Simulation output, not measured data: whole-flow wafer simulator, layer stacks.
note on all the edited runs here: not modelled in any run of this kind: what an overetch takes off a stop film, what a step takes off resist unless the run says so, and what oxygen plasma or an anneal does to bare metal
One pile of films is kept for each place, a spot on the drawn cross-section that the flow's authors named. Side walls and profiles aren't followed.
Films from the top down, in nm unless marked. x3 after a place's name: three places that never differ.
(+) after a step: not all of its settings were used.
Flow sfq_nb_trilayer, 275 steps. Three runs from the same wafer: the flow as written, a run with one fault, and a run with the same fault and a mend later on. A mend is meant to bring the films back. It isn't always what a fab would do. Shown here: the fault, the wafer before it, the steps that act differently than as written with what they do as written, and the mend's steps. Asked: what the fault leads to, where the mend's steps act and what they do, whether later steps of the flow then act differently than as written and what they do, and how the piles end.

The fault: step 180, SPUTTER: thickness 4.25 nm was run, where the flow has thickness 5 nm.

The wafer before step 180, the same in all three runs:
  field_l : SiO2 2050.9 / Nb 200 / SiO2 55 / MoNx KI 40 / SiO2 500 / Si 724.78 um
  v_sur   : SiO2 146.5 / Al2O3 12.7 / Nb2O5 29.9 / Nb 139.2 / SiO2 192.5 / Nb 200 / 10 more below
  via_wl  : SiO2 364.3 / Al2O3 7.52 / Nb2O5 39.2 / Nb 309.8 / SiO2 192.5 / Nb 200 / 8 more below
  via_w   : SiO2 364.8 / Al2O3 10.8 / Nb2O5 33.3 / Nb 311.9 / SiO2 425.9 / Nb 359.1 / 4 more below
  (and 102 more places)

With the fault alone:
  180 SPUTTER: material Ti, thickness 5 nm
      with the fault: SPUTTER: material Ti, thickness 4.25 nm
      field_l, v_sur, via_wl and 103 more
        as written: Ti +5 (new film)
        with the fault: Ti +4.25 (new film)
  Later steps of the flow that act differently than as written (18 more steps differ only slightly, by at most 2% or 0.5 nm, whichever is larger, and aren't shown):
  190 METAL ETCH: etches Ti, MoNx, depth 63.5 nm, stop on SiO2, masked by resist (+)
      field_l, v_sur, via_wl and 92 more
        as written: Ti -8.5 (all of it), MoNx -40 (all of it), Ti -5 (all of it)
        with the fault: Ti -8.5 (all of it), MoNx -40 (all of it), Ti -4.25 (all of it)
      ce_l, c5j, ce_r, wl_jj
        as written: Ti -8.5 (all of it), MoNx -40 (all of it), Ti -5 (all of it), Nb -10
        with the fault: Ti -8.5 (all of it), MoNx -40 (all of it), Ti -4.25 (all of it), Nb -10.8
  At the end the piles differ from the flow's by more than 2% or 0.5 nm, whichever is larger, at be_r, r_sur, res, r_end, r5r_line_l, r5r_line_c, r5r_line_r.
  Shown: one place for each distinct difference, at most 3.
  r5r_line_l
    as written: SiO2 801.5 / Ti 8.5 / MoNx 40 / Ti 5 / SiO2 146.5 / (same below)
    with the fault: SiO2 802.2 / Ti 8.5 / MoNx 40 / Ti 4.25 / SiO2 146.5 / (same below)
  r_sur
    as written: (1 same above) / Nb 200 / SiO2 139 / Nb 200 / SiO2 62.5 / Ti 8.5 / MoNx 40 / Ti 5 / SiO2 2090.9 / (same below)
    with the fault: (1 same above) / Nb 200 / SiO2 139.8 / Nb 200 / SiO2 62.5 / Ti 8.5 / MoNx 40 / Ti 4.25 / SiO2 2090.9 / (same below)
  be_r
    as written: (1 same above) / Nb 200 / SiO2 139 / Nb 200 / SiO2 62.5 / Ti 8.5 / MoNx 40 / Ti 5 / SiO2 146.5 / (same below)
    with the fault: (1 same above) / Nb 200 / SiO2 139.8 / Nb 200 / SiO2 62.5 / Ti 8.5 / MoNx 40 / Ti 4.25 / SiO2 146.5 / (same below)

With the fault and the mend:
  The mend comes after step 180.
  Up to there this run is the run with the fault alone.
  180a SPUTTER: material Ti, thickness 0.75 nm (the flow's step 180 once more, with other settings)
      field_l, v_sur, via_wl and 103 more
        Ti +0.75
  No later step of the flow acts differently than as written at any place that is followed.
  At the end the piles are the same as the flow's at every place that both follow.
